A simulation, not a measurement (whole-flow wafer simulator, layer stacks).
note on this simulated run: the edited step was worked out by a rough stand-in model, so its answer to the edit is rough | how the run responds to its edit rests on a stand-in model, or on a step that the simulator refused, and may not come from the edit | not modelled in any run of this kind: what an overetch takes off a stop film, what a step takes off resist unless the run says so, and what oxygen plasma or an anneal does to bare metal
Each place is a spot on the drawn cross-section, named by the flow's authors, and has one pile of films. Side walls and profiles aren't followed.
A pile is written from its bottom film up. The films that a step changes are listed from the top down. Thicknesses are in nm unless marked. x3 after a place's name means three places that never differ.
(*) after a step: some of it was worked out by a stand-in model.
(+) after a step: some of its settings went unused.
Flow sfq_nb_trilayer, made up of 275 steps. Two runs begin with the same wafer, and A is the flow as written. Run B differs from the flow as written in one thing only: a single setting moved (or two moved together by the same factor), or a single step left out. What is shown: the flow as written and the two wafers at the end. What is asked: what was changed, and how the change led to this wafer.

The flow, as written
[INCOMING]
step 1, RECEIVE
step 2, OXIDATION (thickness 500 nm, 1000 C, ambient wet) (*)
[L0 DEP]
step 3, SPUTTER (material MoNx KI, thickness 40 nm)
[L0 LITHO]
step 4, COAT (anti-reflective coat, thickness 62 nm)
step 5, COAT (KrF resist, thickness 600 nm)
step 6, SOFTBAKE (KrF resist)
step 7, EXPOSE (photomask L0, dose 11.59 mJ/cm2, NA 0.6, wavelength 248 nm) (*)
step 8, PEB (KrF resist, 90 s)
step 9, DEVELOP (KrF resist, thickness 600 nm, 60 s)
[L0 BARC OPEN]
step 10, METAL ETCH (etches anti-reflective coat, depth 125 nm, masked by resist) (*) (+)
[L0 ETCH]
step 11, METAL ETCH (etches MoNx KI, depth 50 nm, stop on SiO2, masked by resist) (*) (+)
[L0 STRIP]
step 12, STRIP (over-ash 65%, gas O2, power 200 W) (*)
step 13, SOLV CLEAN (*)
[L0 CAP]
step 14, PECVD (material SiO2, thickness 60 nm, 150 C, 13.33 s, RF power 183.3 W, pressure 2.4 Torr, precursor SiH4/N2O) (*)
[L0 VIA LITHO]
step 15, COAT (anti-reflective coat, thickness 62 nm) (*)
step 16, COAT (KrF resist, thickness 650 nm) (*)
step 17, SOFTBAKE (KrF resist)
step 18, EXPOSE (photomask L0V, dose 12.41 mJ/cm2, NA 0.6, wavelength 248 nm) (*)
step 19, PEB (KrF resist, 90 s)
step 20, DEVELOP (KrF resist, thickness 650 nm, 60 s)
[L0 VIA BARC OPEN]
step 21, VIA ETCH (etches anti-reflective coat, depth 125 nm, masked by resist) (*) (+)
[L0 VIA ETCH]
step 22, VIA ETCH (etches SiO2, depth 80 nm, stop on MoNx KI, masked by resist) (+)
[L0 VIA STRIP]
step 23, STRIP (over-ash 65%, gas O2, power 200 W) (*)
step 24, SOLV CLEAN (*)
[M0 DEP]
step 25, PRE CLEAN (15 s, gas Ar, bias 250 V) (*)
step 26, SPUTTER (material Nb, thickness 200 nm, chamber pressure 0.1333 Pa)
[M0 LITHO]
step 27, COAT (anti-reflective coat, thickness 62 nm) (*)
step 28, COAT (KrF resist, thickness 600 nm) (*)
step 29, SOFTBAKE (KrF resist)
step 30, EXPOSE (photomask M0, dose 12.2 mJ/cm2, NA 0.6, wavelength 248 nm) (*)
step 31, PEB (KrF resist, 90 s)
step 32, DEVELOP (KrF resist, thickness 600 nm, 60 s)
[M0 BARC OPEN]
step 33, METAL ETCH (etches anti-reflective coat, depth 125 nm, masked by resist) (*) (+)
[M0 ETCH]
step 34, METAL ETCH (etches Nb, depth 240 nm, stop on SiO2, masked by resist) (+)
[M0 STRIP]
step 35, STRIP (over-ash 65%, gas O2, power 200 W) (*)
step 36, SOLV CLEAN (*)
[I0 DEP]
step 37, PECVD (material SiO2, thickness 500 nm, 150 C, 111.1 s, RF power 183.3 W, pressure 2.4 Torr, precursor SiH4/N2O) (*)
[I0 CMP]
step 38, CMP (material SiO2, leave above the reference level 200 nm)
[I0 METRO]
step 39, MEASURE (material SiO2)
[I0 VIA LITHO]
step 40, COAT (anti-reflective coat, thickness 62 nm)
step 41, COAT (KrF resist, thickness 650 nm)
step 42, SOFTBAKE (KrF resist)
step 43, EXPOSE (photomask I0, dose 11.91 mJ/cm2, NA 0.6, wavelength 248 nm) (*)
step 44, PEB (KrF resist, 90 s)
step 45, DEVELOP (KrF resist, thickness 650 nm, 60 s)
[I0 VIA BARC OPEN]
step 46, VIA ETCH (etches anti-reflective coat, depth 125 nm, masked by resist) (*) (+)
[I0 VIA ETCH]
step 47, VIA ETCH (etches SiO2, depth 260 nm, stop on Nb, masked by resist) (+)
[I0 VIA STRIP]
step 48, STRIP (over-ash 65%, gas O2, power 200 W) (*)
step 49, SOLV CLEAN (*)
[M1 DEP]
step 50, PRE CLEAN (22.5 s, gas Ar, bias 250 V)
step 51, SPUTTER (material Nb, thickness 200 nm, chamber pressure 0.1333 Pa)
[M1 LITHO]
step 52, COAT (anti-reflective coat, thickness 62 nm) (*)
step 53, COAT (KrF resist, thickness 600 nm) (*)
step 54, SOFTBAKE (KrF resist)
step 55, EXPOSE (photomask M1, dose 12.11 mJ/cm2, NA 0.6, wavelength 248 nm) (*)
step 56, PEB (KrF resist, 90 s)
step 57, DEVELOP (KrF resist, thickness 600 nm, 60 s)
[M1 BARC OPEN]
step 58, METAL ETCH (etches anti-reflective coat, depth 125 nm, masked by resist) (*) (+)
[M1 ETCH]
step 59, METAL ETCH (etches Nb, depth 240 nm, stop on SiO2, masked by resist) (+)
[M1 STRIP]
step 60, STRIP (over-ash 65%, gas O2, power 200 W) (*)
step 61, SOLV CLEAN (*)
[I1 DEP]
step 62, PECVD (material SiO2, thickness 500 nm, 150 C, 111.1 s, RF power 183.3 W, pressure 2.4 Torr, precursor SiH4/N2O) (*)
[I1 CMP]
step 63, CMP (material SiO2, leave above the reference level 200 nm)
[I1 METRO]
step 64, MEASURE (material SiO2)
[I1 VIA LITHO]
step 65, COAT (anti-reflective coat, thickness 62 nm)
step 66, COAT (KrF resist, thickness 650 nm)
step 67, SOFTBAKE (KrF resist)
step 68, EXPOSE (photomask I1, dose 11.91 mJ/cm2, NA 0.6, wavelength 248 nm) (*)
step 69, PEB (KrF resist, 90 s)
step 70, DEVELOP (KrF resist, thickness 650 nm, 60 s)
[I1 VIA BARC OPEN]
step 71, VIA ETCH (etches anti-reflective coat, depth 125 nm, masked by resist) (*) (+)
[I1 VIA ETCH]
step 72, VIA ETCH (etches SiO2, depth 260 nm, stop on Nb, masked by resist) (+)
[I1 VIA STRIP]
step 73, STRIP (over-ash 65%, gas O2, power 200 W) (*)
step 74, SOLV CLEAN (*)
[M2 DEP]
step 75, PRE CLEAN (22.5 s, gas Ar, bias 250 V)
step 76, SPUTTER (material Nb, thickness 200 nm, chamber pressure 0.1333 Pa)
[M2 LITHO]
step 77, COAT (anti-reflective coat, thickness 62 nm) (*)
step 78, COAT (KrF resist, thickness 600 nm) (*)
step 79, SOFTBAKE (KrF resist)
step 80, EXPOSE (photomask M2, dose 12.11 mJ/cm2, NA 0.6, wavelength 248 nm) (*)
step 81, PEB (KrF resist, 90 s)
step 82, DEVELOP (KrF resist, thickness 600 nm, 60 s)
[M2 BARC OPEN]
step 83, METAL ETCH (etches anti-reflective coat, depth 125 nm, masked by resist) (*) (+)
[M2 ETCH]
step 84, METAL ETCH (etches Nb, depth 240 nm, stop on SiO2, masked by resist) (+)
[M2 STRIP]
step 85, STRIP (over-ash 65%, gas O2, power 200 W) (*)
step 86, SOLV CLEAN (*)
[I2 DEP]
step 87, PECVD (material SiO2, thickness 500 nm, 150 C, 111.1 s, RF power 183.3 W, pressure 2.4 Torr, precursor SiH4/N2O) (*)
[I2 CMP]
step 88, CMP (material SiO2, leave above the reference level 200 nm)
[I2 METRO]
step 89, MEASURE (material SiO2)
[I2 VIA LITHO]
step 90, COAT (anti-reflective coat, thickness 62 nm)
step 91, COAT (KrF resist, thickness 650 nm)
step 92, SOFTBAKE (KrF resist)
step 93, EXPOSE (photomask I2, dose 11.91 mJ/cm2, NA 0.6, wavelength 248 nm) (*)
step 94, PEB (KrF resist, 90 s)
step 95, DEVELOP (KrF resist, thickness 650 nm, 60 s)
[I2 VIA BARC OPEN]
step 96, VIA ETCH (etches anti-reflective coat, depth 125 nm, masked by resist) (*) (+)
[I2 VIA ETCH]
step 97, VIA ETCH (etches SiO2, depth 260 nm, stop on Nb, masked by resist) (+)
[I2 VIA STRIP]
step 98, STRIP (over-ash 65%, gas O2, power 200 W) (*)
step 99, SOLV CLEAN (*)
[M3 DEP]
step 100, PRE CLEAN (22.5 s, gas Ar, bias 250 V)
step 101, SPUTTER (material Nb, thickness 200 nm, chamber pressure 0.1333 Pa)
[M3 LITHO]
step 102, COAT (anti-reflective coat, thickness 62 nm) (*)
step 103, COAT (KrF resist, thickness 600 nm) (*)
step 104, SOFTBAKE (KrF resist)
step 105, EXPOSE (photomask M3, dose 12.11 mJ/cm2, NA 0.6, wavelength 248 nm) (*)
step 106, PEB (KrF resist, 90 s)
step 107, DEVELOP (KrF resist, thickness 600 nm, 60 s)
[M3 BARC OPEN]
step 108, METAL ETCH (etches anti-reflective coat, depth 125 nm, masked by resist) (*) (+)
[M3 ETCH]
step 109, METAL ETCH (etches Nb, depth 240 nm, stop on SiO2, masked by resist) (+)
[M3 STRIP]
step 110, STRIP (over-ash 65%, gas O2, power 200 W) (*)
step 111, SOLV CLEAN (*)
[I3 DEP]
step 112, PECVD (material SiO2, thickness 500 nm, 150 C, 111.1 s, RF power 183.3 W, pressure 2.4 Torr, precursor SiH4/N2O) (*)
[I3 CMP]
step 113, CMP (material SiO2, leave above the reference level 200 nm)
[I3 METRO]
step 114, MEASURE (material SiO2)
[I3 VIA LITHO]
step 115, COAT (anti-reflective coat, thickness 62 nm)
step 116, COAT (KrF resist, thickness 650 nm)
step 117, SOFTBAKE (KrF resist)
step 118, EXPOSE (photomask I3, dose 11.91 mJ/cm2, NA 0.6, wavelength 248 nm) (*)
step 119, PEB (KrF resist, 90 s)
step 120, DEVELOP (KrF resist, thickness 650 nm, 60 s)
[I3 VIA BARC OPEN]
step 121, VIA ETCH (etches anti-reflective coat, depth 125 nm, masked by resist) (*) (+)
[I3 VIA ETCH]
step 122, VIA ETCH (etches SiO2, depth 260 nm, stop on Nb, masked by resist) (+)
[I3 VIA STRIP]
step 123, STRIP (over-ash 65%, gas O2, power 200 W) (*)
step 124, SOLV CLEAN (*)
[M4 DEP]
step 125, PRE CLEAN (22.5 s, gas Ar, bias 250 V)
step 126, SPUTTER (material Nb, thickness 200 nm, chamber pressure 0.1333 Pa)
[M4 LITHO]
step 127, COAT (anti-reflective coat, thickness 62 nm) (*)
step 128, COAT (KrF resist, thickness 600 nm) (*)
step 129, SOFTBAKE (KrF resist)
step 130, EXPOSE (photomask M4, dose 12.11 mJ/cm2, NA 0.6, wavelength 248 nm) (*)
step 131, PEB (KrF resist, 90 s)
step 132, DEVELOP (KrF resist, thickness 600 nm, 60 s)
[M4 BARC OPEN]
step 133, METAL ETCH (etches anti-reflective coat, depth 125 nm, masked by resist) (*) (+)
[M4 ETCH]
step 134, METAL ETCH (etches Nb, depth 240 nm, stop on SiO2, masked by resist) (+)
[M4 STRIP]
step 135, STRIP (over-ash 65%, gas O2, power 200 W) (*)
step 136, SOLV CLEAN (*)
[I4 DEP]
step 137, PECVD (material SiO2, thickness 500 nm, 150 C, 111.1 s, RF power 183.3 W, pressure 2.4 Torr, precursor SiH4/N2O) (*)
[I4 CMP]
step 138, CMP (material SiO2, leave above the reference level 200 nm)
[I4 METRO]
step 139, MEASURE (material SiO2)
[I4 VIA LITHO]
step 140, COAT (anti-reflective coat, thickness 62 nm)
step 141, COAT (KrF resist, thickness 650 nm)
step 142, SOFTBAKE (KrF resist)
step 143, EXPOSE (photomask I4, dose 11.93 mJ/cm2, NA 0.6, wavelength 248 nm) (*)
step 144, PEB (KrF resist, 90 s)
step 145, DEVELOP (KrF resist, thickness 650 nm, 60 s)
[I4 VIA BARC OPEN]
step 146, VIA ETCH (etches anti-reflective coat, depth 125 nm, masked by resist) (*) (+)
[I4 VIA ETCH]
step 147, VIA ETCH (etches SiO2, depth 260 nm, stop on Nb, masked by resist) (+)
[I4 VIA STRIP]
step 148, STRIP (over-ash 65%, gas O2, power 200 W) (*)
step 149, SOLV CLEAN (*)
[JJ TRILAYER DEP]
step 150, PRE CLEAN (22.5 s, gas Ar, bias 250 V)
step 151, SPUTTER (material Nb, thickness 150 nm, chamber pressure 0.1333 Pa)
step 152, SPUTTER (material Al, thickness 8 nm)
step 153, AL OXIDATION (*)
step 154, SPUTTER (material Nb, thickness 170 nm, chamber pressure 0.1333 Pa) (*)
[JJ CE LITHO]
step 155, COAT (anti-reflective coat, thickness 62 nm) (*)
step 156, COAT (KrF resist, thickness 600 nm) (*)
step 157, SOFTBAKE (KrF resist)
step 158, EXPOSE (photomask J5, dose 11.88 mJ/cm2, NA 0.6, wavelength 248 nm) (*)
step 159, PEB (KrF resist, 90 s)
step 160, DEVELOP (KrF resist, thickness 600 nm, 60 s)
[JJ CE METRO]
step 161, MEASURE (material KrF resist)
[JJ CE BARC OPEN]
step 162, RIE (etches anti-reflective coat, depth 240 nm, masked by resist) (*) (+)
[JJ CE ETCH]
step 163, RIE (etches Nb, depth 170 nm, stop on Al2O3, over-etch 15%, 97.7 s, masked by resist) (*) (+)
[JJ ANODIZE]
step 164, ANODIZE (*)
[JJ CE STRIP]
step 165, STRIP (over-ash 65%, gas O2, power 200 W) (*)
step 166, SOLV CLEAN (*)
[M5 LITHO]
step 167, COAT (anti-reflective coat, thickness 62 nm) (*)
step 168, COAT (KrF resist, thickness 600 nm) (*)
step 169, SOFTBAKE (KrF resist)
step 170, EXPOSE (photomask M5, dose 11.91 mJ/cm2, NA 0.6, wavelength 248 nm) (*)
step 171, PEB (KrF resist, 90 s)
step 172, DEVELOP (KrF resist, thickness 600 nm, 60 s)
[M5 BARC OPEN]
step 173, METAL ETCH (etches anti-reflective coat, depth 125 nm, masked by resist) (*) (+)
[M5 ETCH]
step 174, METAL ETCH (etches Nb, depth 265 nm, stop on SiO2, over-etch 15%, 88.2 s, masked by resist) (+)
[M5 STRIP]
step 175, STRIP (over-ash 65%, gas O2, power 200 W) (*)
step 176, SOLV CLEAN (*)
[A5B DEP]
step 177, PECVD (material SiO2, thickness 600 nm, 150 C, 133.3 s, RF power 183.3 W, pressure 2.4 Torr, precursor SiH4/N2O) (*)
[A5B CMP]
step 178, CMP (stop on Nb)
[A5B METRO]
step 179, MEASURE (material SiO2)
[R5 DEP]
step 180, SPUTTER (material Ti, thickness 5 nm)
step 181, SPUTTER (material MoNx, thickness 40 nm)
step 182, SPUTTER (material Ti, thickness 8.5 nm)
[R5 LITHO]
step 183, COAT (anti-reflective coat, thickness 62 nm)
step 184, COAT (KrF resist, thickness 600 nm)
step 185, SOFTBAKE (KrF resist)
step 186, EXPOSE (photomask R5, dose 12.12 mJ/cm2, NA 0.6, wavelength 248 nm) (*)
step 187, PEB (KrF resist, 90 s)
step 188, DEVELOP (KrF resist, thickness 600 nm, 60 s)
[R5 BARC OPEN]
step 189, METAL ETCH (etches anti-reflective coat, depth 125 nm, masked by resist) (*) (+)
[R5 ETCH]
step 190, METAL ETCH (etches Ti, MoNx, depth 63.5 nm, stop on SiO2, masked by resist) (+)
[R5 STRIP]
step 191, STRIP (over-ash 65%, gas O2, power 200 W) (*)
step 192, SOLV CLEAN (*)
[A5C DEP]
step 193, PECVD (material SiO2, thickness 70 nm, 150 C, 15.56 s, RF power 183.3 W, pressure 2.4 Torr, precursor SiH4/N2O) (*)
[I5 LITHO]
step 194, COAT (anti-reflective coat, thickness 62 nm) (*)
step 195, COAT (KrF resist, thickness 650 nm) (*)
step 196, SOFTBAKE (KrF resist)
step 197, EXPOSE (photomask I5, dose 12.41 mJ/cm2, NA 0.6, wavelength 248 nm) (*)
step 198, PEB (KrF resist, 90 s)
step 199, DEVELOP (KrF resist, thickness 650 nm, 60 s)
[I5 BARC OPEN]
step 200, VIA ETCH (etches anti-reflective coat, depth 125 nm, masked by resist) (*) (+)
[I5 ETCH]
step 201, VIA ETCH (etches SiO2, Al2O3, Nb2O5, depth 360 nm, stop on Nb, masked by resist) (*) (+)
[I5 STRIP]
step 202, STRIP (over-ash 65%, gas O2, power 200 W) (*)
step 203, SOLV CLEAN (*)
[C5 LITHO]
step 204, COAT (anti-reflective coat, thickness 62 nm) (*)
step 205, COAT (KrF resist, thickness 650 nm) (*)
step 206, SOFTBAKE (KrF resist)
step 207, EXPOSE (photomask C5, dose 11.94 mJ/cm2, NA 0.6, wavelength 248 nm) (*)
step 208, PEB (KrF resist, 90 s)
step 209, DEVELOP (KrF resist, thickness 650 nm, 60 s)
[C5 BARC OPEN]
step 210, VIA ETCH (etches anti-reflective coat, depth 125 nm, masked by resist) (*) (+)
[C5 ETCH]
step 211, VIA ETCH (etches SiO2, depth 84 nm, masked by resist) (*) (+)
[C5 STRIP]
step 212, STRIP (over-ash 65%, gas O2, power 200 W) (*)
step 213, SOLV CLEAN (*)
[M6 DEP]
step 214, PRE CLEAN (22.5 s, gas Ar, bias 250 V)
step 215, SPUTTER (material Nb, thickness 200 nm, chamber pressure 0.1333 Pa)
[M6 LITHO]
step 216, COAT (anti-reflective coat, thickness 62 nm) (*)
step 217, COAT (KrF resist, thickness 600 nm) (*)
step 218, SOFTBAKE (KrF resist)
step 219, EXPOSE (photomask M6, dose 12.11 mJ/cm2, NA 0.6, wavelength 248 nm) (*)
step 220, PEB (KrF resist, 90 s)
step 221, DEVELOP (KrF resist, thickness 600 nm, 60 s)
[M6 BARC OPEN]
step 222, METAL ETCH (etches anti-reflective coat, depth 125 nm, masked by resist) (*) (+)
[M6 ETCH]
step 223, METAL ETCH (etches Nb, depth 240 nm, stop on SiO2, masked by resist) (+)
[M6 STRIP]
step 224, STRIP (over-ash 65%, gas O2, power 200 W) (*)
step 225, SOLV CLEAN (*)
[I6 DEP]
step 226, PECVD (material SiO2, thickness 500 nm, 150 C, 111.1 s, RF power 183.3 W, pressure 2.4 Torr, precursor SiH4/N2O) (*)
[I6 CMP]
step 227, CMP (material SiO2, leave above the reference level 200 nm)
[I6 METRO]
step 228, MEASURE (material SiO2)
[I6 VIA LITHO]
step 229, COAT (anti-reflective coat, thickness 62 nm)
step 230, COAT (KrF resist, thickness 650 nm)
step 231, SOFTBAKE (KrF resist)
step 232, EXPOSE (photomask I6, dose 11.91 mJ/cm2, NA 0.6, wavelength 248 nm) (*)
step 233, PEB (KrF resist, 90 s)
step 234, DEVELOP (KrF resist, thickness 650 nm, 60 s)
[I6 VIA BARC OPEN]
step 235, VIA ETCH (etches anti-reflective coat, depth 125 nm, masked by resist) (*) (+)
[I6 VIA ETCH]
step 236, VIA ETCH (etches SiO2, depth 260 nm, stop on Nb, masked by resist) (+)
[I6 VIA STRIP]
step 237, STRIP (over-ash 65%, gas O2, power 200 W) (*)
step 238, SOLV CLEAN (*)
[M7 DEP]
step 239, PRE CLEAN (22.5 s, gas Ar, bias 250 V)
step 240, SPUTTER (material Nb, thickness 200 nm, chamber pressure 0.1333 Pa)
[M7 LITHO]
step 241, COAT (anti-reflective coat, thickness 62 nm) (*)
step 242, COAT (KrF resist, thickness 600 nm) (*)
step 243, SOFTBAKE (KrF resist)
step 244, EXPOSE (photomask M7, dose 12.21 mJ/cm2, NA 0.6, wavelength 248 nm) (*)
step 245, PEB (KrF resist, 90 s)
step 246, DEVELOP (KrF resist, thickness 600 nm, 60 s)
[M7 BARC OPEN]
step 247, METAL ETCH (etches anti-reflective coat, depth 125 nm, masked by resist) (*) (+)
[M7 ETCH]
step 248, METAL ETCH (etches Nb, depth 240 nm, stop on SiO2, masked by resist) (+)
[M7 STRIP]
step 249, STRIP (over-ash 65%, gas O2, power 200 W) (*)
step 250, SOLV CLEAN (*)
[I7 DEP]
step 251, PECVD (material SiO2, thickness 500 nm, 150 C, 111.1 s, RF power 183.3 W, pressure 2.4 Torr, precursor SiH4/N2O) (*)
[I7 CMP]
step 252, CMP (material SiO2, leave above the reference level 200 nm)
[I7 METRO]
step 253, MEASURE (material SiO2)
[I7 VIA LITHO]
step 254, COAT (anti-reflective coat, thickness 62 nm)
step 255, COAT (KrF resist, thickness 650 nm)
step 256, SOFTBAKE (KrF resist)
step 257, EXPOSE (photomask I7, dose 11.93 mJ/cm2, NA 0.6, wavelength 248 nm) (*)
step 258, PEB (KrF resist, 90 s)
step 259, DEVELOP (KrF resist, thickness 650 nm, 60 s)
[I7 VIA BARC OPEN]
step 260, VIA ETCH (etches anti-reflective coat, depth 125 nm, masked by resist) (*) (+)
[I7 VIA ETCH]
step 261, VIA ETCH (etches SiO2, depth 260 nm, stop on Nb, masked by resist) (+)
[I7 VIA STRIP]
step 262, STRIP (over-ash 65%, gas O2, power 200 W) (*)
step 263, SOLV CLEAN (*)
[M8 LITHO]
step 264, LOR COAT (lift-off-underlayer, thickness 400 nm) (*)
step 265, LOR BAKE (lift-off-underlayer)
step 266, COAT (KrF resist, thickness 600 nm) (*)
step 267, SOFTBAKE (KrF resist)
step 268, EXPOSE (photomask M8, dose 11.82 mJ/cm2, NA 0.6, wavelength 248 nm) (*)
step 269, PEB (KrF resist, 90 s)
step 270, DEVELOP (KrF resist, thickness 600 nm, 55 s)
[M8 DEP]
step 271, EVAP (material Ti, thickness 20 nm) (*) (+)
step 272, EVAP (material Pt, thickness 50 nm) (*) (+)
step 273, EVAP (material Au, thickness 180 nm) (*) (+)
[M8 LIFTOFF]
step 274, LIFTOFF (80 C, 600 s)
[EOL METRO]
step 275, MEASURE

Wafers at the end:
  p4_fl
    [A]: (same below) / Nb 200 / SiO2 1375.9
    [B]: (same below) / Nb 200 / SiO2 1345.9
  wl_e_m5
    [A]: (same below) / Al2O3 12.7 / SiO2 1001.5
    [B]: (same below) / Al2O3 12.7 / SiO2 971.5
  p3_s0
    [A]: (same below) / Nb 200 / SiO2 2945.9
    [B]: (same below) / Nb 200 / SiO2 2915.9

Cause: step 226, PECVD: thickness 270 nm was run, while the flow as written has thickness 500 nm; step 226, PECVD: 60 s was run, where the flow has 111.1 s.

How this came from the change, step by step:
  step 226, PECVD (material SiO2, thickness 500 nm, 150 C, 111.1 s, RF power 183.3 W, pressure 2.4 Torr, precursor SiH4/N2O) (*)
      field_l, p4_fl, p4_fm and 62 more: A +500 SiO2 | B +270 SiO2
      v_sur, via_wl, via_w and 21 more: A +500 SiO2 (new film) | B +270 SiO2 (new film)
      (and at 17 other places as well)
  step 227, CMP (material SiO2, leave above the reference level 200 nm)
      field_l, p4_fl, p4_fm and 59 more: A -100 SiO2 | B nothing
      moat, field_r, lsp_l, ln_m5, lsp_m: A -93.6 SiO2 | B nothing
      (and at 39 other places as well)
  step 229, COAT (anti-reflective coat, thickness 62 nm)
      l0v, wl_d_m1, wl_d_sr, wl_e_m5: A +62 anti-reflective coat (new film) | B +65.3 anti-reflective coat (new film)
      p3_s1, p3_l2, p3_s5, p3_l6: A +62 anti-reflective coat (new film) | B +63.7 anti-reflective coat (new film)
      (and at 86 other places as well)
  step 230, COAT (KrF resist, thickness 650 nm)
      lsp_r, m0r_space_r, m7r_space_r: A +650 KrF resist (new film) | B +666.3 KrF resist (new film)
      field_l, moat: A +650 KrF resist (new film) | B +677.2 KrF resist (new film)
      (and at 68 other places as well)
  step 234, DEVELOP (KrF resist, thickness 650 nm, 60 s)
      via_v: A -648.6 KrF resist (all of it) | B -611 KrF resist (all of it)
  step 235, VIA ETCH (etches anti-reflective coat, depth 125 nm, masked by resist) (*) (+)
      field_l, v_sur, via_wl and 102 more: A -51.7 KrF resist | B -45.1 KrF resist
      via_v: A -62 anti-reflective coat (all of it), -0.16 SiO2 | B -54.1 anti-reflective coat (all of it), -0.14 SiO2
  step 237, STRIP (over-ash 65%, gas O2, power 200 W) (*)
      p3_s3, p3_s4: A -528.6 KrF resist (all of it), -62 anti-reflective coat (all of it) | B -539.5 KrF resist (all of it), -63.5 anti-reflective coat (all of it)
      m0r_line_l, m7r_line_l: A -528.6 KrF resist (all of it), -62 anti-reflective coat (all of it) | B -561.1 KrF resist (all of it), -62.8 anti-reflective coat (all of it)
      (and at 95 other places as well)
  step 240, SPUTTER (material Nb, thickness 200 nm, chamber pressure 0.1333 Pa)
      lsp_r, l0_sur, l0v: A +200 Nb (new film) | B +194.3 Nb (new film)
      moat, lsp_m: A +200 Nb (new film) | B +186.4 Nb (new film)
      (and at 2 other places as well)
  step 241, COAT (anti-reflective coat, thickness 62 nm) (*)
      p3_l3, p3_s3, p3_l4 and 6 more: A +62 anti-reflective coat (new film) | B +63.4 anti-reflective coat (new film)
      wl_b_sl, wl_d_m1, wl_d_sr, wl_e_m5: A +62 anti-reflective coat (new film) | B +65 anti-reflective coat (new film)
      (and at 85 other places as well)
  step 242, COAT (KrF resist, thickness 600 nm) (*)
      m0r_line_l, m0r_line_r, m7r_line_l, m7r_line_r: A +600 KrF resist (new film) | B +623.1 KrF resist (new film)
      m0r_space_l, m0r_space_r, m7r_space_l, m7r_space_r: A +600 KrF resist (new film) | B +616.8 KrF resist (new film)
      (and at 68 other places as well)
  step 246, DEVELOP (KrF resist, thickness 600 nm, 60 s)
      m0r_space_l, m0r_space_r, m7r_space_l, m7r_space_r: A -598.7 KrF resist (all of it) | B -615.5 KrF resist (all of it)
      wl_c_sr, wl_d_sl: A -598.7 KrF resist (all of it) | B -613 KrF resist (all of it)
      (and at 30 other places as well)
  step 247, METAL ETCH (etches anti-reflective coat, depth 125 nm, masked by resist) (*) (+)
      m5r_linepad_l, m5r_linepad_r: A -62 anti-reflective coat (all of it) | B -125 anti-reflective coat
      v_sur, via_wl, via_w and 38 more: A -51.7 KrF resist | B -69.4 KrF resist
      (and at 56 other places as well)
  step 248, METAL ETCH (etches Nb, depth 240 nm, stop on SiO2, masked by resist) (+)
      m5r_linepad_l, m5r_linepad_r: A -200 Nb (all of it) | B -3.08 anti-reflective coat (all of it), -200 Nb (all of it)
      l0_sur, l0v: A -200 Nb (all of it) | B -194.3 Nb (all of it)
  step 249, STRIP (over-ash 65%, gas O2, power 200 W) (*)
      m7r_line_l, m7r_line_r: A -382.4 KrF resist (all of it), -62 anti-reflective coat (all of it) | B -387.7 KrF resist (all of it), -63.4 anti-reflective coat (all of it)
      v_sur: A -379.9 KrF resist (all of it), -61.4 anti-reflective coat (all of it) | B -314.6 KrF resist (all of it), -43.5 anti-reflective coat (all of it)
      (and at 37 other places as well)
  step 251, PECVD (material SiO2, thickness 500 nm, 150 C, 111.1 s, RF power 183.3 W, pressure 2.4 Torr, precursor SiH4/N2O) (*)
      be: A +500 SiO2 (new film) | B +352.6 SiO2 (new film)
      gap: A +500 SiO2 (new film) | B +533.7 SiO2 (new film)
  step 252, CMP (material SiO2, leave above the reference level 200 nm)
      field_l, p4_fl, p4_fm and 48 more: A -100 SiO2 | B nothing
      field_r, lsp_l: A -77.7 SiO2 | B nothing
      (and at 28 other places as well)
  ... 6 other steps ...
  step 274, LIFTOFF (80 C, 600 s)
      m5r_linepad_l, m5r_linepad_r: A -180 Au (all of it), -50 Pt (all of it), -20 Ti (all of it), -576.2 KrF resist (all of it), -400 lift-off-underlayer (all of it) | B -180 Au (all of it), -50 Pt (all of it), -20 Ti (all of it), -573.3 KrF resist (all of it), -410.6 lift-off-underlayer (all of it)
      m6r_line_l, m6r_line_r: A -180 Au (all of it), -50 Pt (all of it), -20 Ti (all of it), -576.2 KrF resist (all of it), -400 lift-off-underlayer (all of it) | B -180 Au (all of it), -50 Pt (all of it), -20 Ti (all of it), -575.2 KrF resist (all of it), -390.5 lift-off-underlayer (all of it)
      (and at 20 other places as well)
